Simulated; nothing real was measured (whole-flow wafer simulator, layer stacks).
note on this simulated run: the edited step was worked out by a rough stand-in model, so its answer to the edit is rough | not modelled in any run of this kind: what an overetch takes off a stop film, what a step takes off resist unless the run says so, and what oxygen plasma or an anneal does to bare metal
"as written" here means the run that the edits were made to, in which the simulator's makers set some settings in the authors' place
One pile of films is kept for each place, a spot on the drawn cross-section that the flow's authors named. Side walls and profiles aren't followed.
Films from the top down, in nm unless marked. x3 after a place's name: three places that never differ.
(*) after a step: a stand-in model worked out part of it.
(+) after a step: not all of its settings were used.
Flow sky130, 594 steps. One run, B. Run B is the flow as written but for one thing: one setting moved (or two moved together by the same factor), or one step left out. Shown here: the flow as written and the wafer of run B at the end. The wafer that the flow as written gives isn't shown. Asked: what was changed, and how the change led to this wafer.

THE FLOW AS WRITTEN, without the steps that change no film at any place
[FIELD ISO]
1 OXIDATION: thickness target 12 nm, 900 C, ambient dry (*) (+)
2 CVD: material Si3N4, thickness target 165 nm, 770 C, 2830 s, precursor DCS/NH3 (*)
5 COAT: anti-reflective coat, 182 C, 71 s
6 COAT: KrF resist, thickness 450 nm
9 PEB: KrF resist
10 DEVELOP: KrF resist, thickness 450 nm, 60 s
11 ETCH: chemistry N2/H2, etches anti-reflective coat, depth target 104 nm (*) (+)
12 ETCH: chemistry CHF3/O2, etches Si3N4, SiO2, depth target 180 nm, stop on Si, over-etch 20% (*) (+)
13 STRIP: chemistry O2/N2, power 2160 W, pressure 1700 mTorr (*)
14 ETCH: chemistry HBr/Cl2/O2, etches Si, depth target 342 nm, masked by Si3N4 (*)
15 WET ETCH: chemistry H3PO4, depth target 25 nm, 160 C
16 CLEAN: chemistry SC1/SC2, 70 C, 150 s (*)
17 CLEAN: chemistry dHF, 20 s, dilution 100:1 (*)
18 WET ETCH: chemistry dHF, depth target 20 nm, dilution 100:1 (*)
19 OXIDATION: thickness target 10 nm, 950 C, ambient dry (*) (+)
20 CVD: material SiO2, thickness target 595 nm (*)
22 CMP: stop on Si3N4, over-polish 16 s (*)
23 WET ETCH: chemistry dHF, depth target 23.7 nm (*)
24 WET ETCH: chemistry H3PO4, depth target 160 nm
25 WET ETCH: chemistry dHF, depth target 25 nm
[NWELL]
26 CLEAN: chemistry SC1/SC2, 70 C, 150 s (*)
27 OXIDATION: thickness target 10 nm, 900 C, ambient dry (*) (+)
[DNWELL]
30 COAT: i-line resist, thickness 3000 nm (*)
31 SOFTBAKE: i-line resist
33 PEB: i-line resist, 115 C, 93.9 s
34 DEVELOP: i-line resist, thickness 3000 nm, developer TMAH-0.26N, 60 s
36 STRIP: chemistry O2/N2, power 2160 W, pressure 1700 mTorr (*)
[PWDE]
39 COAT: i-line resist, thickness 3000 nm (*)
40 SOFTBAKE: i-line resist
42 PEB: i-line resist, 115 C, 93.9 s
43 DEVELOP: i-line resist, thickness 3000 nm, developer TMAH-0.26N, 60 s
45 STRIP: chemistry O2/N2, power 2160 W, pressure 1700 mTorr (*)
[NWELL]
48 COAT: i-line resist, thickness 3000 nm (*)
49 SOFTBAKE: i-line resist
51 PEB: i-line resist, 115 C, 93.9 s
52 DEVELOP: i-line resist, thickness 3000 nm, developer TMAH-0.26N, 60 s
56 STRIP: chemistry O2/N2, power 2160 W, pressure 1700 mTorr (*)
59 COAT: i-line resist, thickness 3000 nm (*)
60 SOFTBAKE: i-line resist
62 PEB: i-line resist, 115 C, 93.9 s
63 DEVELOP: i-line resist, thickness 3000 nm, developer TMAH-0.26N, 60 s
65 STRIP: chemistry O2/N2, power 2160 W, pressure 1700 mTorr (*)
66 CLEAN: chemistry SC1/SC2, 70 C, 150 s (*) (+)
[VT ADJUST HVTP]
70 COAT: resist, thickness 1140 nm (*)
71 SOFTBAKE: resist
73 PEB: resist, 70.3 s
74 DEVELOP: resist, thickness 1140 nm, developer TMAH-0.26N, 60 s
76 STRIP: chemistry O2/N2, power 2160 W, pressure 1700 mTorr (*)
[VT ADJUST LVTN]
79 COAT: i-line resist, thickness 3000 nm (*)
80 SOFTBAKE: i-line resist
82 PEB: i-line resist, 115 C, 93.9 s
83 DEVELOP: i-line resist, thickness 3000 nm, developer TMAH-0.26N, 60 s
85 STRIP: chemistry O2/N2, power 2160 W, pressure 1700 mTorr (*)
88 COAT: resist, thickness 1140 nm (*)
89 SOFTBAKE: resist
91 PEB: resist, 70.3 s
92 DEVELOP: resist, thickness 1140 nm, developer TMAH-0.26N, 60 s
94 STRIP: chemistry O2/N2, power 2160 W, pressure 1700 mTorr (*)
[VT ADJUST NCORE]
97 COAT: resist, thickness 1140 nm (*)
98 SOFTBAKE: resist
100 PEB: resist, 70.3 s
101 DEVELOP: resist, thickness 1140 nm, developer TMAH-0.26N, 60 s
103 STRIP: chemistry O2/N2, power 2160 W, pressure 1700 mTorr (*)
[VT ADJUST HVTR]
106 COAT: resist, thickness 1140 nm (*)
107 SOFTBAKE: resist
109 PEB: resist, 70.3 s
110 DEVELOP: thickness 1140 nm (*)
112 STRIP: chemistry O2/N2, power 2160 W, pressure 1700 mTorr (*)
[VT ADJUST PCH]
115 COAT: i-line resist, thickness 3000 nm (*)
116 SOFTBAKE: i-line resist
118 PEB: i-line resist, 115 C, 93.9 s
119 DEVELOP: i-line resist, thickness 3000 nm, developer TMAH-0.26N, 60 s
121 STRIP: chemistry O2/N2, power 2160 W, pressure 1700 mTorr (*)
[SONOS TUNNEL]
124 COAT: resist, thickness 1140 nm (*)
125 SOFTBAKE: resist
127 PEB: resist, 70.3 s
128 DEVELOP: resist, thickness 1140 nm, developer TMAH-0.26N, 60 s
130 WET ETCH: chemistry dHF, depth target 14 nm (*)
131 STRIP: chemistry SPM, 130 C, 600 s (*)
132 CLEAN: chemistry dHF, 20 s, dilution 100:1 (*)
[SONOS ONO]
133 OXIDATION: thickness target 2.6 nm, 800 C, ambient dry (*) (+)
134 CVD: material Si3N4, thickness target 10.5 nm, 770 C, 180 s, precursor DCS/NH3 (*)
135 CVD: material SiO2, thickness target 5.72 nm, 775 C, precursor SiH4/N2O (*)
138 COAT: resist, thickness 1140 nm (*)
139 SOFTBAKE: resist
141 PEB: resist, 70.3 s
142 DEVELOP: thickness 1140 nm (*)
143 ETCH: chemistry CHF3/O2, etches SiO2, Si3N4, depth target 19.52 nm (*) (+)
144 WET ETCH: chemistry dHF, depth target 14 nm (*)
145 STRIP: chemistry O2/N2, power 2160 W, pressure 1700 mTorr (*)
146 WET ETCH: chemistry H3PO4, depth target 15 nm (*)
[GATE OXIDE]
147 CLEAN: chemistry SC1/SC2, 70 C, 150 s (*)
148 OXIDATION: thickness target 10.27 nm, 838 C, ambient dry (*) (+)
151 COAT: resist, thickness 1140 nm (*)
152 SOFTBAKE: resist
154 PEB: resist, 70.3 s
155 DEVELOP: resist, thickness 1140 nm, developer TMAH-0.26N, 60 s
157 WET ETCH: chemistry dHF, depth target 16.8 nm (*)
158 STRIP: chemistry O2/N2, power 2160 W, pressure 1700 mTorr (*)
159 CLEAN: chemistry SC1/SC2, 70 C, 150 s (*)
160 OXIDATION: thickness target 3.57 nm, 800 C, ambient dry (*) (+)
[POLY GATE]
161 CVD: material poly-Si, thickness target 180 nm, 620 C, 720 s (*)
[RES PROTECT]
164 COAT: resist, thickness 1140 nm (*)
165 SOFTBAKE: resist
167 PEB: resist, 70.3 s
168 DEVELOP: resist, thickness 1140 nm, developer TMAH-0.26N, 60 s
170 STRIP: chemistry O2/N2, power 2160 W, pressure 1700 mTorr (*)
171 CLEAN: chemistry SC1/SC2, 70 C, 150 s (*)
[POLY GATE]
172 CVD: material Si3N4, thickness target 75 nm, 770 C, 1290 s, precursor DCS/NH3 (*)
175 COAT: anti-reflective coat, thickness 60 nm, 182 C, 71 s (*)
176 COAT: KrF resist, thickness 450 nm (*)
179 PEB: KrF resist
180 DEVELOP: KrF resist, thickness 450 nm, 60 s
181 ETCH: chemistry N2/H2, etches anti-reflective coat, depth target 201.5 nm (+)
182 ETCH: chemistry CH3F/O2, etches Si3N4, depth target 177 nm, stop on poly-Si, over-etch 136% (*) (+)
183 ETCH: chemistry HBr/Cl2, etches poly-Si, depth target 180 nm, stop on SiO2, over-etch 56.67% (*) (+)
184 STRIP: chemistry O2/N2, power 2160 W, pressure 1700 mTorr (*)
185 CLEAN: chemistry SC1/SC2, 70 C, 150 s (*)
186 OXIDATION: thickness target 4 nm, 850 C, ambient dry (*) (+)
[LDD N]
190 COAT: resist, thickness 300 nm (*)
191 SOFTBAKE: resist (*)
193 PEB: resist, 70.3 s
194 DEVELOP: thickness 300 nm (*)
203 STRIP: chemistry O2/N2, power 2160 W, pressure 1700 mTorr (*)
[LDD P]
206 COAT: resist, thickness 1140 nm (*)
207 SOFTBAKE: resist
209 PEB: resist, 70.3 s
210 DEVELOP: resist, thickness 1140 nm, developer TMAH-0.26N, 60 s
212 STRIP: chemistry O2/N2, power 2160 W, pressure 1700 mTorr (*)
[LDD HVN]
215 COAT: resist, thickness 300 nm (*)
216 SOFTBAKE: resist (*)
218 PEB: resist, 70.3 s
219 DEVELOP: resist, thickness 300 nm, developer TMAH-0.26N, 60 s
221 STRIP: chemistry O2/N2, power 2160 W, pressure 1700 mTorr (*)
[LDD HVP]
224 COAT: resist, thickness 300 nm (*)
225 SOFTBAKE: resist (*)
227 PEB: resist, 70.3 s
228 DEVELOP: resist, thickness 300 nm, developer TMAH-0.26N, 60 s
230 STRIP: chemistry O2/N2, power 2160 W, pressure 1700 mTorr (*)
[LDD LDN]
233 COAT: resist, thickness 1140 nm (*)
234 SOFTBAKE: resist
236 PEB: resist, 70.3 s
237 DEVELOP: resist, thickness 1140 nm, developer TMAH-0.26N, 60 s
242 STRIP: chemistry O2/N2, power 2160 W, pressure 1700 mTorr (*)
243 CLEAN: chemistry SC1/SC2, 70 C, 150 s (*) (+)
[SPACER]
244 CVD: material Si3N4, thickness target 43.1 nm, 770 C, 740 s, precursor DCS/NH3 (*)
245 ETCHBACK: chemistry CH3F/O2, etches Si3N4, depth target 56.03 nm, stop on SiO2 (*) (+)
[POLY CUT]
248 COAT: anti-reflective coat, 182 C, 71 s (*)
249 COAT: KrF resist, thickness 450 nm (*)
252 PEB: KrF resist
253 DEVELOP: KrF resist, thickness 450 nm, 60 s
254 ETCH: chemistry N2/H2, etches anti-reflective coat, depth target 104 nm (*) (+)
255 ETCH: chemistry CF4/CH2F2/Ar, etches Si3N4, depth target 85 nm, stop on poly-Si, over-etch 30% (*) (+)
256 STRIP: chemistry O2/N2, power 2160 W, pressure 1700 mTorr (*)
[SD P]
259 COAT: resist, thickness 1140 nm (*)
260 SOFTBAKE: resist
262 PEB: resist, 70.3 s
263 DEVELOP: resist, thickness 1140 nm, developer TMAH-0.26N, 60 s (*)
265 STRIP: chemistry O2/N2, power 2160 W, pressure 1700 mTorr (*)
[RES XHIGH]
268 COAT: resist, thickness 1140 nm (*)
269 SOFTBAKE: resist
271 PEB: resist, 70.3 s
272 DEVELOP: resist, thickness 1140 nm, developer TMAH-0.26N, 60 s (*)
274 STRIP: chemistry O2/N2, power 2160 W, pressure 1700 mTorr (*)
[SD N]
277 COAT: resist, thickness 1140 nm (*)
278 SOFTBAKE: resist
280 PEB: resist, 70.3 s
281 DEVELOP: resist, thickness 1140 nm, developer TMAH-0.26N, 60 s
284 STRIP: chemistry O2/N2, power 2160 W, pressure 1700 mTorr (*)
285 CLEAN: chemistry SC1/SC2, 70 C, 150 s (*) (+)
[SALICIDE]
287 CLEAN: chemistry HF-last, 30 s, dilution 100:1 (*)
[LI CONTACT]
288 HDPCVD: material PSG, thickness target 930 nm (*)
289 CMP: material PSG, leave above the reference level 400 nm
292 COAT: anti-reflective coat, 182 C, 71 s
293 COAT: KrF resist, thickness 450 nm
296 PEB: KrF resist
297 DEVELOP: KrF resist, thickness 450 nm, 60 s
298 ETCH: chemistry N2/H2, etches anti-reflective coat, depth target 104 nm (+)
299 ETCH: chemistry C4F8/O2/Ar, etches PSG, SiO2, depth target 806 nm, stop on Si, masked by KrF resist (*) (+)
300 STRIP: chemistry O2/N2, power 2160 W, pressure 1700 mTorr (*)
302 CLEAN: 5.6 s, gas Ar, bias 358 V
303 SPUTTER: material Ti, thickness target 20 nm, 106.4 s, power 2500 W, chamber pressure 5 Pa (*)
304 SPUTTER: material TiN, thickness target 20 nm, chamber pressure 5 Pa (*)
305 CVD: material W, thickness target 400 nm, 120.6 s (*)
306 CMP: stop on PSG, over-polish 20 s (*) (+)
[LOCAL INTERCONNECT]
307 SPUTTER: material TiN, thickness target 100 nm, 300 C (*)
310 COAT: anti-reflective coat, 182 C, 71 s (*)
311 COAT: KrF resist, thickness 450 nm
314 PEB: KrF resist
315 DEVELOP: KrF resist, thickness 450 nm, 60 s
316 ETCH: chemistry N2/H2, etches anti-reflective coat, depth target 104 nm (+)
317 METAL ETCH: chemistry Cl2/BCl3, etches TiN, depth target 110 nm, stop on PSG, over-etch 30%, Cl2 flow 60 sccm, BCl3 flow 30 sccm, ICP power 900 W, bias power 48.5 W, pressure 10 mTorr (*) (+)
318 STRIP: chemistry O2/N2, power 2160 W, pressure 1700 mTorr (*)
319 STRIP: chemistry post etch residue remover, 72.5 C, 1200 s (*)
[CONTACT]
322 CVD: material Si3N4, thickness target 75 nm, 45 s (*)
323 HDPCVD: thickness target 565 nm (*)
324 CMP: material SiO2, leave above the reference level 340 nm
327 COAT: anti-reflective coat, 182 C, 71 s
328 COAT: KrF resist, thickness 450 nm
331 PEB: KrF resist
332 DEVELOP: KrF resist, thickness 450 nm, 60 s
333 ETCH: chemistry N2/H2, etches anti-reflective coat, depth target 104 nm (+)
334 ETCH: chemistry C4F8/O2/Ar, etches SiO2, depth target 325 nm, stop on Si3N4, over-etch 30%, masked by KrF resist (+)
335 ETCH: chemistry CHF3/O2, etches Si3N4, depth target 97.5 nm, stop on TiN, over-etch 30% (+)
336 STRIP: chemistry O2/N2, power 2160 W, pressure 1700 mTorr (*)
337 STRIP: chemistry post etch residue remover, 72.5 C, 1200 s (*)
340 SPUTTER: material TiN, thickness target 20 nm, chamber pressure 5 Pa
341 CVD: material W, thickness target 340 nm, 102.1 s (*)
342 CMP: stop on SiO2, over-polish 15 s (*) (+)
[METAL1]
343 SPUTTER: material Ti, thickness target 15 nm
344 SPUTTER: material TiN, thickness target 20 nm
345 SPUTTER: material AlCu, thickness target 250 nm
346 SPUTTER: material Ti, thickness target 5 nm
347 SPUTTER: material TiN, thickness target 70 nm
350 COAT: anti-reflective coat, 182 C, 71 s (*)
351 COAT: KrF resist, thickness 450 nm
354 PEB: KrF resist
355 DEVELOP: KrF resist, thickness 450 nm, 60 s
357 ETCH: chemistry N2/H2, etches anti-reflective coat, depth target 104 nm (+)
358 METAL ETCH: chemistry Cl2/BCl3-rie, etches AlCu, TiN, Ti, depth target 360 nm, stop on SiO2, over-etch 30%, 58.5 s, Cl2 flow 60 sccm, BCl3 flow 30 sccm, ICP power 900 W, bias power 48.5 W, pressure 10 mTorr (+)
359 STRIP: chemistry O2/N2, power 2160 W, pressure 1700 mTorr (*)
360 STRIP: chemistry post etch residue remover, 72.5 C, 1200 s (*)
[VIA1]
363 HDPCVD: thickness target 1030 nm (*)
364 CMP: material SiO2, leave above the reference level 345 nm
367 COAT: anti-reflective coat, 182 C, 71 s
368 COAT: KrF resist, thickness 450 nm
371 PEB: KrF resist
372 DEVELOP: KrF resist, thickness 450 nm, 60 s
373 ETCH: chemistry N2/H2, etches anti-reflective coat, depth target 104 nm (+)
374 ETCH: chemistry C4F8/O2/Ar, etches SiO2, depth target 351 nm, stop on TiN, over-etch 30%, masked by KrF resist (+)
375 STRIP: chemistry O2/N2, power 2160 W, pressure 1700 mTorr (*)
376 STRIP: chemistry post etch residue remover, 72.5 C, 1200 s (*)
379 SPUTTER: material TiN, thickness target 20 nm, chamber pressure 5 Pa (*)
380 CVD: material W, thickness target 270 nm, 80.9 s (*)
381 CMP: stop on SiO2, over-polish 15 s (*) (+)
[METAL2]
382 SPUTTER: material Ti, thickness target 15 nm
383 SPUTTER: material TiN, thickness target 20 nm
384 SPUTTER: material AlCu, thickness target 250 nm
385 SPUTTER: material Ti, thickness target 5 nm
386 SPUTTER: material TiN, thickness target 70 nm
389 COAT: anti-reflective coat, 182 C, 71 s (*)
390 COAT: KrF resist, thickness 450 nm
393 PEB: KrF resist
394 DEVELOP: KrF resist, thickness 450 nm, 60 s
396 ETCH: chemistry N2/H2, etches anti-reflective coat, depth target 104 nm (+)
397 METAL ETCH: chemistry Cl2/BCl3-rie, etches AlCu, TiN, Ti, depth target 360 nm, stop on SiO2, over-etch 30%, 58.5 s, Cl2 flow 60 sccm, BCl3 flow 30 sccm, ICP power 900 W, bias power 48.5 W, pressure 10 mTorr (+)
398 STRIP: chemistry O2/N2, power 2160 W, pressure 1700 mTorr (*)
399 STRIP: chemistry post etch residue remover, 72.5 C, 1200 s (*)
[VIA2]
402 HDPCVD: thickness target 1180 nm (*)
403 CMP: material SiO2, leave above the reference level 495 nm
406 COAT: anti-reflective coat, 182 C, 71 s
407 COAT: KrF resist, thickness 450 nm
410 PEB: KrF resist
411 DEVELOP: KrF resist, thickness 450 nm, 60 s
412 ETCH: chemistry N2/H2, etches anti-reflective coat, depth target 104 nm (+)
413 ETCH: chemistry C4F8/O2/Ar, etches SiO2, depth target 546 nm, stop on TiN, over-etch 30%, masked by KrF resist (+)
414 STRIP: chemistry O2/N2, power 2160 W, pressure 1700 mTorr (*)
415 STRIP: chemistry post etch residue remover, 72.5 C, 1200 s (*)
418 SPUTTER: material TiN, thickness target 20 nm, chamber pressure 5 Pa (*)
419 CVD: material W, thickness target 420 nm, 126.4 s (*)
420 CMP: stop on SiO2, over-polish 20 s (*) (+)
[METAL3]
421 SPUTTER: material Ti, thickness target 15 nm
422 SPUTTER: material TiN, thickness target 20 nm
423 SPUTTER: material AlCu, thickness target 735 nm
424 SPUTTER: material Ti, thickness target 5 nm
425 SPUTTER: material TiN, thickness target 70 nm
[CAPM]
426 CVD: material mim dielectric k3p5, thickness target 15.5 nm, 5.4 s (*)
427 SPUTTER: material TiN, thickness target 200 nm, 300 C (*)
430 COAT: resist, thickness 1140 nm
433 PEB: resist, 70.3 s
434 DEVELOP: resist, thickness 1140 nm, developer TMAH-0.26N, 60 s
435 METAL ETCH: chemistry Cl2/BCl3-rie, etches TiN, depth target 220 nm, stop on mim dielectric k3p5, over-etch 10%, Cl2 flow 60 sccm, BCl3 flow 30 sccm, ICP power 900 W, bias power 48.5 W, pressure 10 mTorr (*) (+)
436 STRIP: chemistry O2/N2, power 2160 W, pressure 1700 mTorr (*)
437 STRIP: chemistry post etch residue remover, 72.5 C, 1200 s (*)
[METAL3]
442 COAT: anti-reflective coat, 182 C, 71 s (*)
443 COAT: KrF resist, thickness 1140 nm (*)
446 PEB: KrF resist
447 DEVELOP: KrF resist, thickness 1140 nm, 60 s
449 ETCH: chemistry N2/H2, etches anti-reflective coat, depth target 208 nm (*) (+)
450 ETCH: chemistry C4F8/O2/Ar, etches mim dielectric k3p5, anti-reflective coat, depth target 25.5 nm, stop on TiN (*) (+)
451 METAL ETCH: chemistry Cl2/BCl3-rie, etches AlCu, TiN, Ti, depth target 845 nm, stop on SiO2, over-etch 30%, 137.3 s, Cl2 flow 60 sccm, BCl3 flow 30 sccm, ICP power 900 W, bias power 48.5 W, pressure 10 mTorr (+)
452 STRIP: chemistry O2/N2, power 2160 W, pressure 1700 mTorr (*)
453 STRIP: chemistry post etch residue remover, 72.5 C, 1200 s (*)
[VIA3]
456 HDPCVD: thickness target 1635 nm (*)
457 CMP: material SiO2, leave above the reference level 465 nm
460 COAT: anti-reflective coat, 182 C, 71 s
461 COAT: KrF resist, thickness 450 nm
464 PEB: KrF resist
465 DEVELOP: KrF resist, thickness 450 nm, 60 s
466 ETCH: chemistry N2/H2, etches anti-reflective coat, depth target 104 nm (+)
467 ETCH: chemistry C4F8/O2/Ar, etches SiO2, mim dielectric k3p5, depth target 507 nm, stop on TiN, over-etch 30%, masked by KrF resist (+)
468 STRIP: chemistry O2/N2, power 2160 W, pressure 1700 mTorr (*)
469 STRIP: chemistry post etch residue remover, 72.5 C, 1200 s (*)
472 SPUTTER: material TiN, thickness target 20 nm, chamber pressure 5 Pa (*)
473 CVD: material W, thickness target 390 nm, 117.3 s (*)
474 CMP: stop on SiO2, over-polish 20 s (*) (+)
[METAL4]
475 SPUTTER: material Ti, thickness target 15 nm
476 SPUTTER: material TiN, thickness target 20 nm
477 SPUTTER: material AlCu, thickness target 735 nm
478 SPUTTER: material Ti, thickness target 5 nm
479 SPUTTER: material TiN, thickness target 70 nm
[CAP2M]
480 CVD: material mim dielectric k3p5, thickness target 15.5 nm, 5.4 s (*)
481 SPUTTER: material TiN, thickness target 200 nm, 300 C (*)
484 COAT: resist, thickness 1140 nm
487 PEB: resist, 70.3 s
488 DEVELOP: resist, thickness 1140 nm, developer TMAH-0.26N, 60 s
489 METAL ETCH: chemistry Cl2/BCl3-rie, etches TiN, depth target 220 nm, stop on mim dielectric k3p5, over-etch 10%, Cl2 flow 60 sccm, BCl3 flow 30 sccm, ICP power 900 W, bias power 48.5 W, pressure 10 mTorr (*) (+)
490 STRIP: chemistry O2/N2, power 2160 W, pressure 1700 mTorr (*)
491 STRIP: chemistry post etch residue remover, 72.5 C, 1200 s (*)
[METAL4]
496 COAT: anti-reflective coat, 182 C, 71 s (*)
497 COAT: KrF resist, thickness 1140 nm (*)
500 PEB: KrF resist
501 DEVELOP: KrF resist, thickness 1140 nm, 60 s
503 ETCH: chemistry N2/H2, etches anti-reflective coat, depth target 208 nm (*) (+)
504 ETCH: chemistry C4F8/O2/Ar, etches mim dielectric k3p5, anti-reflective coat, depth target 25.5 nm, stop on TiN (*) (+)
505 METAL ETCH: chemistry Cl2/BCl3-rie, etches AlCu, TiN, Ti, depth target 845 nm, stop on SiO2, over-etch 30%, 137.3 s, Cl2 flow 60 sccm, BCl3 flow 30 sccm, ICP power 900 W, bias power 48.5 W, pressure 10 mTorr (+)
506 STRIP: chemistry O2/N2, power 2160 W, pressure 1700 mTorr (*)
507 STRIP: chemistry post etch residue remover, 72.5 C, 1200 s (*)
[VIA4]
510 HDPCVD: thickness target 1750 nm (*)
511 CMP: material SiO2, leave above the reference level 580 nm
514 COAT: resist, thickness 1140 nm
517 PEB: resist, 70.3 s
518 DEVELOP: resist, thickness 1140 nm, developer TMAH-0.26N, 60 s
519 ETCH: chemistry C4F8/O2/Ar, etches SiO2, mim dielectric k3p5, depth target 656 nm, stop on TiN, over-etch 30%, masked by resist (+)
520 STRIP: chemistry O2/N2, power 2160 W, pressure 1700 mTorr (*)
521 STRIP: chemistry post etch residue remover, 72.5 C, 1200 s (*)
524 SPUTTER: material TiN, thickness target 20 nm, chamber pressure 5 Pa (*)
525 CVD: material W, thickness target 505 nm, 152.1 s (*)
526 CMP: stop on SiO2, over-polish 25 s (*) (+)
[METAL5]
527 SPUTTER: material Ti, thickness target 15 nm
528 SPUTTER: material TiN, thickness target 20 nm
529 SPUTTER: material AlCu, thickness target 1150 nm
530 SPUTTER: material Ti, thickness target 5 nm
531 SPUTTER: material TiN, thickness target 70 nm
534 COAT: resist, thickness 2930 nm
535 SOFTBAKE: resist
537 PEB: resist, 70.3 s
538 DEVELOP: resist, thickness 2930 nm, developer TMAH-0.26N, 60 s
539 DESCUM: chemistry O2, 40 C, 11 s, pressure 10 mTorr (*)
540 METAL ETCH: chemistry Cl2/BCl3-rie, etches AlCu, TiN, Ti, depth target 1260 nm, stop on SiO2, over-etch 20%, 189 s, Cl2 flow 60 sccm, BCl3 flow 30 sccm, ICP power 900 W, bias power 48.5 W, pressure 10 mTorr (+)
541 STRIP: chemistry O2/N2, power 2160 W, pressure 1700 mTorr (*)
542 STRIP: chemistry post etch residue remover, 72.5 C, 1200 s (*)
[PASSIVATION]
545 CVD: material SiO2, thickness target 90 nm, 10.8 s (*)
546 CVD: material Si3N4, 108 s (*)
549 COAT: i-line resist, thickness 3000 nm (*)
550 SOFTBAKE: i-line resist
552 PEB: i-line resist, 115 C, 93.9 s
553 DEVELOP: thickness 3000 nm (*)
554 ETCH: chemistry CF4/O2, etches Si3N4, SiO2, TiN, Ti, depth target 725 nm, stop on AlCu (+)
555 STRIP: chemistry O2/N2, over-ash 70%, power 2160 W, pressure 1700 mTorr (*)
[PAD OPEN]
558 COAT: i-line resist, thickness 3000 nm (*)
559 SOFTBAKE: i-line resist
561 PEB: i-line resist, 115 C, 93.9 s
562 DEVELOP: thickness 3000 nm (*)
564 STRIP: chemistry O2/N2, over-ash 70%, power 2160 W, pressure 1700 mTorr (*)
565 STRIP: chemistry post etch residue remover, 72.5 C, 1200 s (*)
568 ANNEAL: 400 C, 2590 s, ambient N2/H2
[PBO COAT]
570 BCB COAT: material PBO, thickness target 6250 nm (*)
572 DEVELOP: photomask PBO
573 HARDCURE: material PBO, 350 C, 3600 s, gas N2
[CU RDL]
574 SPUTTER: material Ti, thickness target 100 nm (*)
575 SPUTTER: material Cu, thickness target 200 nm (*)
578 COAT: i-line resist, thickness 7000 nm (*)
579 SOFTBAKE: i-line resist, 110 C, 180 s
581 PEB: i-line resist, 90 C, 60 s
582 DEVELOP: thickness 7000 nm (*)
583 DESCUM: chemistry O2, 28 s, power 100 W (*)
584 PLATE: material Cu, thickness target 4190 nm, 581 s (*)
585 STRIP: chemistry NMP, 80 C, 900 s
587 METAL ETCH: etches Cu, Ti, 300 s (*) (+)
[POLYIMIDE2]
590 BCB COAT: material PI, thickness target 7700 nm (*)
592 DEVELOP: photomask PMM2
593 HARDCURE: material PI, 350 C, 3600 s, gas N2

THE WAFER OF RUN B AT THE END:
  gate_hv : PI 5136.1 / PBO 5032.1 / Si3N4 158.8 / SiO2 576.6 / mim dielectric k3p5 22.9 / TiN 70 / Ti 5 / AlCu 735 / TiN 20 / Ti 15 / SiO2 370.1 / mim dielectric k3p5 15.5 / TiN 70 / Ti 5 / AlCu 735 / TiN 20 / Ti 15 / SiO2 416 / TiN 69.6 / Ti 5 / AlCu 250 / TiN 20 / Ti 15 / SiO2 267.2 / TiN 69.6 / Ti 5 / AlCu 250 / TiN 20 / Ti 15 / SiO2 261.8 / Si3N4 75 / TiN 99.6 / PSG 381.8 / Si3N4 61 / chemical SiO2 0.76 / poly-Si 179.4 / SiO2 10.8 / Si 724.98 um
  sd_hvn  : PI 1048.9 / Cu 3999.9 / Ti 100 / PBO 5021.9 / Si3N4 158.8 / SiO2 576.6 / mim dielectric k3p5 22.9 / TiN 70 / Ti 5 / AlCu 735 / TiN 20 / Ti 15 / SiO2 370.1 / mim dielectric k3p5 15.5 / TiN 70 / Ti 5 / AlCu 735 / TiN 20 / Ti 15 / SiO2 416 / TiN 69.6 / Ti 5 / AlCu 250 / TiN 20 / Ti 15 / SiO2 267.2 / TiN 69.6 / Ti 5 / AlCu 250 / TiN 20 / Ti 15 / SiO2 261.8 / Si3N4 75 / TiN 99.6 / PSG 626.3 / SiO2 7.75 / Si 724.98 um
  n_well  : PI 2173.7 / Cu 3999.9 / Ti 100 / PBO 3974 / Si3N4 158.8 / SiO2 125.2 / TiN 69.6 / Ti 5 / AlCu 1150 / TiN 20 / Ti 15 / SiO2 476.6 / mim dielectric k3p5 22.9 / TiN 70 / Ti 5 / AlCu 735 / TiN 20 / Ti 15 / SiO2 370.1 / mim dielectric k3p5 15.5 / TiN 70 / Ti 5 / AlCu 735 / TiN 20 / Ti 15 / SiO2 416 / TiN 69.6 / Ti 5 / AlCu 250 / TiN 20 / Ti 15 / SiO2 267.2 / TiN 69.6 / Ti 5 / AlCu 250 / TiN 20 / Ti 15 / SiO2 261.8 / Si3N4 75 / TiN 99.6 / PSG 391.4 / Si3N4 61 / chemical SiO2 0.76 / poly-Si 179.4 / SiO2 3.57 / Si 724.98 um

The cause: step 480, CVD: thickness target 22.9 nm was run, where the flow has thickness target 15.5 nm; step 480, CVD: 7.97 s was run, where the flow has 5.4 s.
It can be read off the wafer: gate_hv has mim dielectric k3p5 22.9, and step 480 as written asks for 15.5 nm.

How the change led to this, step by step:
  480 CVD: material mim dielectric k3p5, thickness target 15.5 nm, 5.4 s (*)
      field, active, n_well and 189 more: mim dielectric k3p5 +22.9 (new film) (as written it would be: mim dielectric k3p5 +15.5 (new film))
  504 ETCH: chemistry C4F8/O2/Ar, etches mim dielectric k3p5, anti-reflective coat, depth target 25.5 nm, stop on TiN (*) (+)
      n_well, p_well, gate_hv and 102 more: KrF resist -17 (as written it would be: KrF resist -15.5)
      field, active, gate and 85 more: mim dielectric k3p5 -22.9 (all of it) (as written it would be: mim dielectric k3p5 -15.5 (all of it))
  519 ETCH: chemistry C4F8/O2/Ar, etches SiO2, mim dielectric k3p5, depth target 656 nm, stop on TiN, over-etch 30%, masked by resist (+)
      m1: SiO2 -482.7 (all of it), mim dielectric k3p5 -22.9 (all of it) (as written it would be: SiO2 -490.1 (all of it), mim dielectric k3p5 -15.5 (all of it))
      via4_hole: SiO2 -482.1 (all of it), mim dielectric k3p5 -22.9 (all of it) (as written it would be: SiO2 -489.5 (all of it), mim dielectric k3p5 -15.5 (all of it))
